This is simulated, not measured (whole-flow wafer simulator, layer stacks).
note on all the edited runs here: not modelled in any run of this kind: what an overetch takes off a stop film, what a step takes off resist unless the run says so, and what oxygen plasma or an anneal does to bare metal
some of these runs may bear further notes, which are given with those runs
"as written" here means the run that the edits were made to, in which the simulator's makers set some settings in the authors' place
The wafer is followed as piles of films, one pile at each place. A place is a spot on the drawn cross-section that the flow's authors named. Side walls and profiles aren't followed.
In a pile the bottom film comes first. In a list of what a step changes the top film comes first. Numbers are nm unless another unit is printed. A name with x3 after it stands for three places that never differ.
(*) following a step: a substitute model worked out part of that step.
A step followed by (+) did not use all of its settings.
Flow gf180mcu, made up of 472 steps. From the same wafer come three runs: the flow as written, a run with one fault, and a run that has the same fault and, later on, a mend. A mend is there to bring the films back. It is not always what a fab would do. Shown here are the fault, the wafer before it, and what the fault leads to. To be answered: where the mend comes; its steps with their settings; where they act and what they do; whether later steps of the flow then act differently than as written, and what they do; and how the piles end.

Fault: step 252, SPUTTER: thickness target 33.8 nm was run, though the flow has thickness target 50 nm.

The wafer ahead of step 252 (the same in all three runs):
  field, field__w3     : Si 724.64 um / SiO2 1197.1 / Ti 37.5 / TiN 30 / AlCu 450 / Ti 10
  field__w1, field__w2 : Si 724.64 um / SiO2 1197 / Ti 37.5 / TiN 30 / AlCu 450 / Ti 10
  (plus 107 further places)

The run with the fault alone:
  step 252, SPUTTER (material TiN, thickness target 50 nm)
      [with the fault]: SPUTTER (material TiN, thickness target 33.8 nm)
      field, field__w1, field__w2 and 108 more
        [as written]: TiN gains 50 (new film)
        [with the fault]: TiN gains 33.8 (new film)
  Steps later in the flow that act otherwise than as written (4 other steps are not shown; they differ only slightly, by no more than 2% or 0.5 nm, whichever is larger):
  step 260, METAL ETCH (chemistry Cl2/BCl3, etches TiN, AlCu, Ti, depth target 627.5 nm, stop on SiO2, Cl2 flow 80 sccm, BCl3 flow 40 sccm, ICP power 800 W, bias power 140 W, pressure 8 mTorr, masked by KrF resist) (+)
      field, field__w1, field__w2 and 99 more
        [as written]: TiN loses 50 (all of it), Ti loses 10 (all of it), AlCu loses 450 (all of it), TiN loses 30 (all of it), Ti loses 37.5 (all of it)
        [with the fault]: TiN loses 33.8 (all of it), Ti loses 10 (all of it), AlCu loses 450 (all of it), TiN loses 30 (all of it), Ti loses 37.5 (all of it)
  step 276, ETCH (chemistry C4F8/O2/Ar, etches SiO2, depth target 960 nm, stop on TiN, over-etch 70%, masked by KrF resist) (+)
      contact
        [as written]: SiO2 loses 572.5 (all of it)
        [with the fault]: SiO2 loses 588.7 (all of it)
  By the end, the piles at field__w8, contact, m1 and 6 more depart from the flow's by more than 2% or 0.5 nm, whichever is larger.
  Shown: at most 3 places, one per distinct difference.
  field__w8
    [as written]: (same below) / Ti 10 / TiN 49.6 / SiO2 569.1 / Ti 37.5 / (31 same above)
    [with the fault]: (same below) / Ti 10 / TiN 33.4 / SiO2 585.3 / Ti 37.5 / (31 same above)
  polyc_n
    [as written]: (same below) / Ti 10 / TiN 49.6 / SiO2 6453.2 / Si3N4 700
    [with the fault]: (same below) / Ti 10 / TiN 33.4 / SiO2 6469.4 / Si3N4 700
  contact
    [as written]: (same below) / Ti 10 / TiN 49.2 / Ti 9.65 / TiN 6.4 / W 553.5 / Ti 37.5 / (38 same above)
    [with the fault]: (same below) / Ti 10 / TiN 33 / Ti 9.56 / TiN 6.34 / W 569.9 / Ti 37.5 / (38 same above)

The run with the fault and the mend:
  The mend stands after step 259.
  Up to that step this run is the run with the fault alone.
  step 259a, STRIP (chemistry O2/N2, power 2160 W, pressure 1700 mTorr) (*)
      field__w8, contact, m1 and 6 more
        KrF resist loses 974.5 (all of it)
  step 259b, SPUTTER (material TiN, thickness target 16.2 nm) (the flow's step 252 again, with other settings)
      field, field__w1, field__w2 and 108 more
        TiN gains 16.2
  step 259c, HMDS (120 C, 60 s) (the flow's step 254 again)
      does not change any film at any place that is followed
  step 259d, COAT (KrF resist, thickness 1000 nm) (the flow's step 255 again)
      field, field__w1, field__w2 and 108 more
        KrF resist gains 1000 (new film)
  step 259e, SOFTBAKE (KrF resist) (the flow's step 256 again)
      does not change any film at any place that is followed
  step 259f, EXPOSE (photomask Metal1) (the flow's step 257 again)
      does not change any film at any place that is followed
  step 259g, PEB (KrF resist, 135 C, 90 s) (the flow's step 258 again)
      field, field__w1, field__w2 and 108 more
        KrF resist loses 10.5
  step 259h, DEVELOP (thickness 1000 nm, 60 s) (the flow's step 259 again)
      field, field__w1, field__w2 and 99 more
        KrF resist loses 989.5 (all of it)
      field__w8, contact, m1 and 6 more
        KrF resist loses 14.9
  None of the later steps of the flow acts differently than as written at any place that is followed.
  At every place that both follow, the piles at the end match the flow's.
